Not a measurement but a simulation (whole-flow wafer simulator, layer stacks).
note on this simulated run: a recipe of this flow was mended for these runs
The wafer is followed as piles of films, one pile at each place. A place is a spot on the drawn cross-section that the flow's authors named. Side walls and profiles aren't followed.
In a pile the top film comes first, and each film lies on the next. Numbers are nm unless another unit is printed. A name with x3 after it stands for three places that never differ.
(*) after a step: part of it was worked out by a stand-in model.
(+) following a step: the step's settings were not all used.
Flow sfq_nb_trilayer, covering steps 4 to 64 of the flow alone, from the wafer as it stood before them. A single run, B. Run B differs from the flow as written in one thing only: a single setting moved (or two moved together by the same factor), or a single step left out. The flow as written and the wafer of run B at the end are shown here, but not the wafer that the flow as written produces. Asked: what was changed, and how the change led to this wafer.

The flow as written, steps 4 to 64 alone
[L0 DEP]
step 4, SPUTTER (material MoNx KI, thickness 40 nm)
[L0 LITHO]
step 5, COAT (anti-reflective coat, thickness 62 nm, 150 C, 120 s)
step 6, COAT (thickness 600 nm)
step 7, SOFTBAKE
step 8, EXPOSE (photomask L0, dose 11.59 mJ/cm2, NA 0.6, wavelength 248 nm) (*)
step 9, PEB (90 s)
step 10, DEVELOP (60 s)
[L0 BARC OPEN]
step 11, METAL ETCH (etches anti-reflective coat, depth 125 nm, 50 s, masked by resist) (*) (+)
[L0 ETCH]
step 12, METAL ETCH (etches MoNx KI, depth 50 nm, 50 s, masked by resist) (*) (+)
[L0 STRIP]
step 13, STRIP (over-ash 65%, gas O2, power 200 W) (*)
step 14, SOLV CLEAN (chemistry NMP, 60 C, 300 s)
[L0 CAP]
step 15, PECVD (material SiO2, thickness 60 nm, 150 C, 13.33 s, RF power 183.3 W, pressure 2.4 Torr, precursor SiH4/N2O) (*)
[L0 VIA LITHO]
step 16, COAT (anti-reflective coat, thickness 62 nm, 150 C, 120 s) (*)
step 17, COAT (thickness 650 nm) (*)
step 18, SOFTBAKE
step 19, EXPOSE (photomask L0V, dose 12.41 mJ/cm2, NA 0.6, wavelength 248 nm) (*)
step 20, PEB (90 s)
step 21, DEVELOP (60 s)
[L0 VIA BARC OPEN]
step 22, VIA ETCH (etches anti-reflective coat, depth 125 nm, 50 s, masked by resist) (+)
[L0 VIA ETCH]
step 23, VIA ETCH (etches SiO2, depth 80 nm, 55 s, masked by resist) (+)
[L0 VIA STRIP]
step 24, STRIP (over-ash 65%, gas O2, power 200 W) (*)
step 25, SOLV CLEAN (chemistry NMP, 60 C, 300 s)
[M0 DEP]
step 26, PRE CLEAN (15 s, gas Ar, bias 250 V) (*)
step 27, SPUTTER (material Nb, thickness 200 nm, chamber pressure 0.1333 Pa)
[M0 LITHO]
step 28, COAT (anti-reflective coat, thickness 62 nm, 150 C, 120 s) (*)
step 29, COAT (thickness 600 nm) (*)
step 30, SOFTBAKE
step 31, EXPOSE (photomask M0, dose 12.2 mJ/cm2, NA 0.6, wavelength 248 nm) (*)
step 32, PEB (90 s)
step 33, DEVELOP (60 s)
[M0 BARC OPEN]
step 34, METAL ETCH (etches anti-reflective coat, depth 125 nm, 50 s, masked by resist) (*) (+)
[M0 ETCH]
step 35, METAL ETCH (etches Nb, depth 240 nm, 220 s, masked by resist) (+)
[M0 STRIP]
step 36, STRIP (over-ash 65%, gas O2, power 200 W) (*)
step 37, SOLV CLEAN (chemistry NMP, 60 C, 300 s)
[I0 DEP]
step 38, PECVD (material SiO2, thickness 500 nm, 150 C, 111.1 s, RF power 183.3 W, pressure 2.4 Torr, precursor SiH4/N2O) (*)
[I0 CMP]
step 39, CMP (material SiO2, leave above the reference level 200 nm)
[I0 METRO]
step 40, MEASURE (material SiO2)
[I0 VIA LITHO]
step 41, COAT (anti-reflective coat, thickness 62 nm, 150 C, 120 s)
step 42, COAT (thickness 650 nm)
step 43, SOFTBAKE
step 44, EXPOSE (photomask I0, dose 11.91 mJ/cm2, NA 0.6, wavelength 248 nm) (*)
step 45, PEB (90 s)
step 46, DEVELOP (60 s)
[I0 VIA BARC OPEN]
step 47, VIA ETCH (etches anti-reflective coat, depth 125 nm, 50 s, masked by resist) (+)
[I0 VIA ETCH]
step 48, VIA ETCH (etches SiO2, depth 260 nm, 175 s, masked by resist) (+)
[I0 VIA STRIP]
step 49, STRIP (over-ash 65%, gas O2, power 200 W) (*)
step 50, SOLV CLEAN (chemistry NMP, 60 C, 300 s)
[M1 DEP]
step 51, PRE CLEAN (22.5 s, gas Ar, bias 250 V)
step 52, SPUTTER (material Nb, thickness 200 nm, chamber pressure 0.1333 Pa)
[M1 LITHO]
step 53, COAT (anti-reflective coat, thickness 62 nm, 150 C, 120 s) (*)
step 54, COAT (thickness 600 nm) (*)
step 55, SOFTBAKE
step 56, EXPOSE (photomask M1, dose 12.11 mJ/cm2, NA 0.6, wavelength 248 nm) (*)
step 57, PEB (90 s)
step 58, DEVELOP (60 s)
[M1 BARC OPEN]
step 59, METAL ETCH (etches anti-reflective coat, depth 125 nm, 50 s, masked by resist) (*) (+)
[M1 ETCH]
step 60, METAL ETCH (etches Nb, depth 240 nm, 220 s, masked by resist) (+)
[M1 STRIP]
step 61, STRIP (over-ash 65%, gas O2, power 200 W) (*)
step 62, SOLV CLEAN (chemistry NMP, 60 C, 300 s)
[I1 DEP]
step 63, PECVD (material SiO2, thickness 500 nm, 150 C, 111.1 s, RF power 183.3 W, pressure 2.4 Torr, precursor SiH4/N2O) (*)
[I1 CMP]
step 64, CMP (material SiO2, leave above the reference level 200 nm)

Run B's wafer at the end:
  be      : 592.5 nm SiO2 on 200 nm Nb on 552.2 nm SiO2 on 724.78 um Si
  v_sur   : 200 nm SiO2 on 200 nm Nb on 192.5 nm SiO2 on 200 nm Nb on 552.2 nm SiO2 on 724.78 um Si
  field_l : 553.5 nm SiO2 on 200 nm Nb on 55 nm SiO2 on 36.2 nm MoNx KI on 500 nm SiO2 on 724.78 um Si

What caused this: step 4, SPUTTER: thickness 36.25 nm was run, whereas the flow has thickness 40 nm.
One can read it off the wafer: field_l has MoNx KI 36.2, and step 4 as written asks for 40 nm.

Step by step, how the change led to this:
  step 4, SPUTTER (material MoNx KI, thickness 40 nm)
      field_l, v_sur, via_wl and 103 more: MoNx KI gains 36.2 (new film) (in the flow as written it would be: MoNx KI gains 40 (new film))
  step 12, METAL ETCH (etches MoNx KI, depth 50 nm, 50 s, masked by resist) (*) (+)
      v_sur, via_wl, via_w and 97 more: MoNx KI loses 36.2 (all of it), SiO2 loses 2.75 (in the flow as written it would be: MoNx KI loses 40 (all of it), SiO2 loses 2)
  step 16, COAT (anti-reflective coat, thickness 62 nm, 150 C, 120 s) (*)
      l0_sur: anti-reflective coat gains 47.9 (new film) (in the flow as written it would be: anti-reflective coat gains 46.9 (new film))
      l0r_space_c: anti-reflective coat gains 89 (new film) (in the flow as written it would be: anti-reflective coat gains 91 (new film))
  step 24, STRIP (over-ash 65%, gas O2, power 200 W) (*)
      l0_sur: KrF-resist-other-grade loses 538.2 (all of it), anti-reflective coat loses 47.9 (all of it) (in the flow as written it would be: KrF-resist-other-grade loses 537.9 (all of it), anti-reflective coat loses 46.9 (all of it))
      l0r_space_c: KrF-resist-other-grade loses 546.6 (all of it), anti-reflective coat loses 89 (all of it) (in the flow as written it would be: KrF-resist-other-grade loses 547.1 (all of it), anti-reflective coat loses 91 (all of it))
  step 28, COAT (anti-reflective coat, thickness 62 nm, 150 C, 120 s) (*)
      l0_sur: anti-reflective coat gains 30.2 (new film) (in the flow as written it would be: anti-reflective coat gains 29.3 (new film))
      l0r_space_c: anti-reflective coat gains 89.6 (new film) (in the flow as written it would be: anti-reflective coat gains 91.7 (new film))
  step 36, STRIP (over-ash 65%, gas O2, power 200 W) (*)
      l0_sur: KrF-resist-other-grade loses 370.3 (all of it), anti-reflective coat loses 30.2 (all of it) (in the flow as written it would be: KrF-resist-other-grade loses 370 (all of it), anti-reflective coat loses 29.3 (all of it))
      l0r_space_c: KrF-resist-other-grade loses 369.1 (all of it), anti-reflective coat loses 89.6 (all of it) (in the flow as written it would be: KrF-resist-other-grade loses 369.5 (all of it), anti-reflective coat loses 91.7 (all of it))
